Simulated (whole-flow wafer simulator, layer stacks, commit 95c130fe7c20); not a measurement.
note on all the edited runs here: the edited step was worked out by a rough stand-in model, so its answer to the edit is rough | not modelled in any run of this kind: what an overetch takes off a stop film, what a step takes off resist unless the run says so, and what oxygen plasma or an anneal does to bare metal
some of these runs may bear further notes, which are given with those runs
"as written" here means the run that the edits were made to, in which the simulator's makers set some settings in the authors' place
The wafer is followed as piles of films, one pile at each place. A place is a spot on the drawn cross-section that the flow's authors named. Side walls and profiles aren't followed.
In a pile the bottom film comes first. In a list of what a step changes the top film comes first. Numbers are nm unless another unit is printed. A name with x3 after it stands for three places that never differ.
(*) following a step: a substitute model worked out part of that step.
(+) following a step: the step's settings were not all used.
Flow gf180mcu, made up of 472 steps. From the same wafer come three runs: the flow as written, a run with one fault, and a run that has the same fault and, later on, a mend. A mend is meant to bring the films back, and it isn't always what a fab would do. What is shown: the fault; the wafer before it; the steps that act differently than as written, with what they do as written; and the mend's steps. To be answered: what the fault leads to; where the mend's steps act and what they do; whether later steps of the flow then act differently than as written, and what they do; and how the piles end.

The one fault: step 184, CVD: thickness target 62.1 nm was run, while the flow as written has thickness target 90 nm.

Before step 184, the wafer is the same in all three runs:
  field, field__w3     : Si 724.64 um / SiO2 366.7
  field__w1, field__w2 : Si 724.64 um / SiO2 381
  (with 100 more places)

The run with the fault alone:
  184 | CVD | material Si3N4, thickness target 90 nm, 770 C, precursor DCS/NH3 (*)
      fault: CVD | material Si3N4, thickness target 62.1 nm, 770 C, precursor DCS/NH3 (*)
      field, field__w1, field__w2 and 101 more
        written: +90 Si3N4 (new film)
        fault: +62.1 Si3N4 (new film)
  Steps later in the flow that act otherwise than as written (7 more steps, not shown, differ only slightly: by at most 2% or 0.5 nm, whichever is larger):
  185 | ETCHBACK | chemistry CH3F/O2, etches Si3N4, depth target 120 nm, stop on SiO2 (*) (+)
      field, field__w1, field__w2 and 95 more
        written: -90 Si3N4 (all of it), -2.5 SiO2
        fault: -62.1 Si3N4 (all of it), -4.82 SiO2
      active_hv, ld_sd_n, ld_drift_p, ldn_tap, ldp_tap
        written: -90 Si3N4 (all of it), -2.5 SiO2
        fault: -62.1 Si3N4 (all of it), -4.83 SiO2
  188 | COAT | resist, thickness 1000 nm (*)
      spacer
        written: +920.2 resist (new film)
        fault: +945.6 resist (new film)
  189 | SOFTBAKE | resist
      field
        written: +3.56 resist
        fault: -0.34 resist
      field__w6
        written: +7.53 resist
        fault: +6.99 resist
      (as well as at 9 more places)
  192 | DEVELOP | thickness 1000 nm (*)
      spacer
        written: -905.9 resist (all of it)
        fault: -930.8 resist (all of it)
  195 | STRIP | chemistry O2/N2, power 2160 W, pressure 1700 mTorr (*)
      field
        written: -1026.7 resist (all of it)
        fault: -1005.9 resist (all of it)
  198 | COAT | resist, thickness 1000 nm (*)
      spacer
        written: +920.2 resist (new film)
        fault: +945.6 resist (new film)
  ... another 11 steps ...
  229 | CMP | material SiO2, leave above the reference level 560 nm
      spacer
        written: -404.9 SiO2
        fault: -377 SiO2
  At spacer, ld_sd_n, ld_drn_n, ld_sd_p, ld_drn_p, the piles at the end differ from the flow's by more than 2% or 0.5 nm, whichever is larger.
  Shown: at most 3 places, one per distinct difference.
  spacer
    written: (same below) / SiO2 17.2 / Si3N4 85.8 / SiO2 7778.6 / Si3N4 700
    fault: (same below) / SiO2 17.2 / Si3N4 57.9 / SiO2 7806.5 / Si3N4 700
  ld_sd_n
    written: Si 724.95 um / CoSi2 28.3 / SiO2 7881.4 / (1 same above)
    fault: Si 724.95 um / CoSi2 29.7 / SiO2 7881.4 / (1 same above)
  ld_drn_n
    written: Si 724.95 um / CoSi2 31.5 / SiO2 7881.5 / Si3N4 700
    fault: Si 724.95 um / CoSi2 32.9 / SiO2 7881.6 / Si3N4 700

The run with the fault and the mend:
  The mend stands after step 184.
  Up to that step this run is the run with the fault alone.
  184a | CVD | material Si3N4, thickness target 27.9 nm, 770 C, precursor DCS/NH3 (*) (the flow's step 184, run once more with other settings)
      field, field__w1, field__w2 and 101 more
        +27.9 Si3N4
  Later steps of the flow that are run all act as written at every place that is followed, up to a difference of at most 2% or 0.5 nm, whichever is larger.
  The piles end the same as the flow's at every place that both follow.
